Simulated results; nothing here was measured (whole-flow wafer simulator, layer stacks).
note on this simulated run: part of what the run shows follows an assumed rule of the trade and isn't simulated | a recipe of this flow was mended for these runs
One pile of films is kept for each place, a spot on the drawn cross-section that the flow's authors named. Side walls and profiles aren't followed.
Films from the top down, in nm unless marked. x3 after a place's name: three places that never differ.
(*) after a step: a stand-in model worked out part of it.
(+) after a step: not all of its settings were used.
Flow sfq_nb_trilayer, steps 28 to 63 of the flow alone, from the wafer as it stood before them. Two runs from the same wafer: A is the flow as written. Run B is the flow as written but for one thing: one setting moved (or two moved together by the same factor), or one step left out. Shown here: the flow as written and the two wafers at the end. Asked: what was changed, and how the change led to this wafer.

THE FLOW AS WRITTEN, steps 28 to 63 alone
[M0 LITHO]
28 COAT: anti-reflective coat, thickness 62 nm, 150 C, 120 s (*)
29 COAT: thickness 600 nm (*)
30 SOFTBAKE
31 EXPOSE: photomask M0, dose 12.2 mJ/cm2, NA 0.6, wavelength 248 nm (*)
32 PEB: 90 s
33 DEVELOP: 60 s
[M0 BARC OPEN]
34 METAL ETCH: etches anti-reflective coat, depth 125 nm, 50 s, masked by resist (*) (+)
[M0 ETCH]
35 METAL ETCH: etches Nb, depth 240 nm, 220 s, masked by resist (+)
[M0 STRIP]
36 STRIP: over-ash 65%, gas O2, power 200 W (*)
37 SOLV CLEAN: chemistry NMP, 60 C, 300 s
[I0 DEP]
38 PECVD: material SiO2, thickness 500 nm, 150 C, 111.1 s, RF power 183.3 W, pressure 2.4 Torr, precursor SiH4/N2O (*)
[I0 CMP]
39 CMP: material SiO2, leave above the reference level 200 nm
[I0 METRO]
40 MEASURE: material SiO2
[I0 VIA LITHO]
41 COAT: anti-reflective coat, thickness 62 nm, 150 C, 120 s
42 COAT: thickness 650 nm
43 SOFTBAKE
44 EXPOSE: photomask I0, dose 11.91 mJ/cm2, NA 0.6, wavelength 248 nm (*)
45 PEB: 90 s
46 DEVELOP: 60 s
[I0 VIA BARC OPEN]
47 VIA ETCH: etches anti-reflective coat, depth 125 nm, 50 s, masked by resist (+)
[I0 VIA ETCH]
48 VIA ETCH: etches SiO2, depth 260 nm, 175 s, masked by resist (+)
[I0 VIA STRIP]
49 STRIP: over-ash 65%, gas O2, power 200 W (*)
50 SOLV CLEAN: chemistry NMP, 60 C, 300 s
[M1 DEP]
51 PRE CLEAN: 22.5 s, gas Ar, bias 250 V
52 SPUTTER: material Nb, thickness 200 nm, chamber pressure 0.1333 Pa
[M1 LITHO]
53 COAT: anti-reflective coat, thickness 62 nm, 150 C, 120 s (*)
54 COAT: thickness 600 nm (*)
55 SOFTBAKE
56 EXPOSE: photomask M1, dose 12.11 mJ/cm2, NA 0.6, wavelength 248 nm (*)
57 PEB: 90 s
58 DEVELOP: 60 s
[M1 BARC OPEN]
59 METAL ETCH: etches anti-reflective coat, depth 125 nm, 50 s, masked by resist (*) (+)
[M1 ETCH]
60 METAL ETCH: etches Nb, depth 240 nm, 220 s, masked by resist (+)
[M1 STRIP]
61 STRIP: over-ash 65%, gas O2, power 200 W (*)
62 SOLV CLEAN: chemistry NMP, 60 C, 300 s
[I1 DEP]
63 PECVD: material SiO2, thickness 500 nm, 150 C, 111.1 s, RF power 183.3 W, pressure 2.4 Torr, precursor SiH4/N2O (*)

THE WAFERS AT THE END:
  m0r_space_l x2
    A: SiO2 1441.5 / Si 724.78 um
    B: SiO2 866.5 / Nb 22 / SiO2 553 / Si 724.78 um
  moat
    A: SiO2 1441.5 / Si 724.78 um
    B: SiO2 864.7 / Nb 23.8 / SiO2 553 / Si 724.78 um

The cause: step 34, METAL ETCH: etches anti-reflective coat, depth 125 nm, 50 s, masked by resist (*) (+), was left out.

How the change led to this, step by step:
  35 METAL ETCH: etches Nb, depth 240 nm, 220 s, masked by resist (+)
      m0r_space_l x2: A Nb -200 (all of it), SiO2 -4 | B anti-reflective coat -62 (all of it), Nb -178
      moat: A Nb -200 (all of it), SiO2 -4 | B anti-reflective coat -63.8 (all of it), Nb -176.2
  36 STRIP: over-ash 65%, gas O2, power 200 W (*)
      p4_fl x53, wl_j_sl x16, wl_d_sl x2: A KrF-resist-other-grade -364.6 (all of it), anti-reflective coat -62 (all of it) | B KrF-resist-other-grade -434 (all of it), anti-reflective coat -62 (all of it)
      jj_sur, ce_l, c5j, res: A KrF-resist-other-grade -370.5 (all of it), anti-reflective coat -63.7 (all of it) | B KrF-resist-other-grade -439.9 (all of it), anti-reflective coat -63.7 (all of it)
      (and at 28 more places)
  38 PECVD: material SiO2, thickness 500 nm, 150 C, 111.1 s, RF power 183.3 W, pressure 2.4 Torr, precursor SiH4/N2O (*)
      m0r_space_l x2: A SiO2 +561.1 | B SiO2 +535.1 (new film)
      moat: A SiO2 +561.1 | B SiO2 +533.3 (new film)
Counting metal films that touch as one body, m0r_space_l x2 has 1 body; the flow as written gives 0 bodies.
Counting metal films that touch as one body, moat has 1 body; the flow as written gives 0 bodies.
